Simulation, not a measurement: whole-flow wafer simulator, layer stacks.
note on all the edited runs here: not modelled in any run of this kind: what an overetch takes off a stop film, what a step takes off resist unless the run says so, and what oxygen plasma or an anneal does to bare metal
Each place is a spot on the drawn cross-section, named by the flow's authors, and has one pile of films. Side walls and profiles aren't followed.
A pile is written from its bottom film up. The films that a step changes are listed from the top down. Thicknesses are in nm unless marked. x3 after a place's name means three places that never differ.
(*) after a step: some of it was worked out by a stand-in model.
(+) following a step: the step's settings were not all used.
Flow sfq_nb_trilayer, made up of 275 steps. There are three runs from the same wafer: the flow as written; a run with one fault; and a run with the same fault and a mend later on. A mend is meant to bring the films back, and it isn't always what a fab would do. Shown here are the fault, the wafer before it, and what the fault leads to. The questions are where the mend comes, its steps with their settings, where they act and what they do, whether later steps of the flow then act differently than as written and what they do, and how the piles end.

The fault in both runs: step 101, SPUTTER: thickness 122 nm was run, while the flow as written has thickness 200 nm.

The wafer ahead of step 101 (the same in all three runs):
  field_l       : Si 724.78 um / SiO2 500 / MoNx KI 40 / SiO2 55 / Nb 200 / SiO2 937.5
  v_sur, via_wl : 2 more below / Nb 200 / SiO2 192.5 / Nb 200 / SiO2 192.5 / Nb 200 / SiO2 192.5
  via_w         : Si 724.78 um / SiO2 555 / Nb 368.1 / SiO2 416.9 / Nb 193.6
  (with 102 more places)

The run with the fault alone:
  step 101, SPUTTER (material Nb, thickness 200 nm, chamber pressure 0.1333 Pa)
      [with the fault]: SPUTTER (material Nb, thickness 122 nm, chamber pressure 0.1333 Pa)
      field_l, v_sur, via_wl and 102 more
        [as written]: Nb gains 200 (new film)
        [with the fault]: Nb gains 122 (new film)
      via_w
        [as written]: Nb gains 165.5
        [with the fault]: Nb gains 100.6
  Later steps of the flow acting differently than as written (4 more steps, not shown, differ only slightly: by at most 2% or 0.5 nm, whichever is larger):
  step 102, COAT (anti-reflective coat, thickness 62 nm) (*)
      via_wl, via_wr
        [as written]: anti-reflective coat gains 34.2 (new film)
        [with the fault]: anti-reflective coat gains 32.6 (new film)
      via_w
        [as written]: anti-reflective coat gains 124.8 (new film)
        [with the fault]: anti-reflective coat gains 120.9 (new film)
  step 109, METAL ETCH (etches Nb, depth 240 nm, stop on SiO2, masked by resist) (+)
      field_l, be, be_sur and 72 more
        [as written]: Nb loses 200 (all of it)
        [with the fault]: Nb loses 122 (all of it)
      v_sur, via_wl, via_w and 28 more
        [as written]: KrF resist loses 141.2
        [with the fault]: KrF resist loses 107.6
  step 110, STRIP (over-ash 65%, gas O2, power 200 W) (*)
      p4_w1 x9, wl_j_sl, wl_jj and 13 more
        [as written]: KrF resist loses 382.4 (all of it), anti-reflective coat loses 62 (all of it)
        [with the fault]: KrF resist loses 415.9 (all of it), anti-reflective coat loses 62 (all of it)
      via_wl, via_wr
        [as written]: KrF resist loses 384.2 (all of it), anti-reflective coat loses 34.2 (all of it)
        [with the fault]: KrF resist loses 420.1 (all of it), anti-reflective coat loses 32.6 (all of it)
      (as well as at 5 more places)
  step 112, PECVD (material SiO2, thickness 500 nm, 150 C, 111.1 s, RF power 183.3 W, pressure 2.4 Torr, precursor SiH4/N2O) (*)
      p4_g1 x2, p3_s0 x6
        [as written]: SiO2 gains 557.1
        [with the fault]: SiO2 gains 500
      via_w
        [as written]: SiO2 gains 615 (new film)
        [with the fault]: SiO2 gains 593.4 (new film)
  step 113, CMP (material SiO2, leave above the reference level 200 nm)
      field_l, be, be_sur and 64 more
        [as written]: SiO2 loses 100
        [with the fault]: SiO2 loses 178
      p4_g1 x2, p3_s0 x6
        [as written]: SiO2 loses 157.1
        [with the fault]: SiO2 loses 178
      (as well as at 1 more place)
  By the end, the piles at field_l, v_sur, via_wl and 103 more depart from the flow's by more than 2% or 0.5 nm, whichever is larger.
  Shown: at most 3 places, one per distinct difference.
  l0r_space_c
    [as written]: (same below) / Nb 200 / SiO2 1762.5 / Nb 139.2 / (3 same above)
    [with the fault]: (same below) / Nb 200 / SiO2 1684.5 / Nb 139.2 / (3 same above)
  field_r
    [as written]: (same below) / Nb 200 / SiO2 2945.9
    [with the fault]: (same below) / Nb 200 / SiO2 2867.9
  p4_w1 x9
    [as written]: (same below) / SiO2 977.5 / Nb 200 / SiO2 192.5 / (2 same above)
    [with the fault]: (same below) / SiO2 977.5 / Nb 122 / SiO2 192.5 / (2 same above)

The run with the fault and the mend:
  After step 101 comes the mend.
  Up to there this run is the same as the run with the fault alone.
  step 101a, SPUTTER (material Nb, thickness 78 nm, chamber pressure 0.1333 Pa) (the flow's step 101 again, with other settings)
      field_l, v_sur, via_wl and 102 more
        Nb gains 78
      via_w
        Nb gains 62.6
  Every later step of the flow that is run acts as written, at every place that is followed, to within 2% or 0.5 nm, whichever is larger.
  At the end the piles are close to the flow's at the places that both follow, differing by at most 2% or 0.5 nm, whichever is larger.
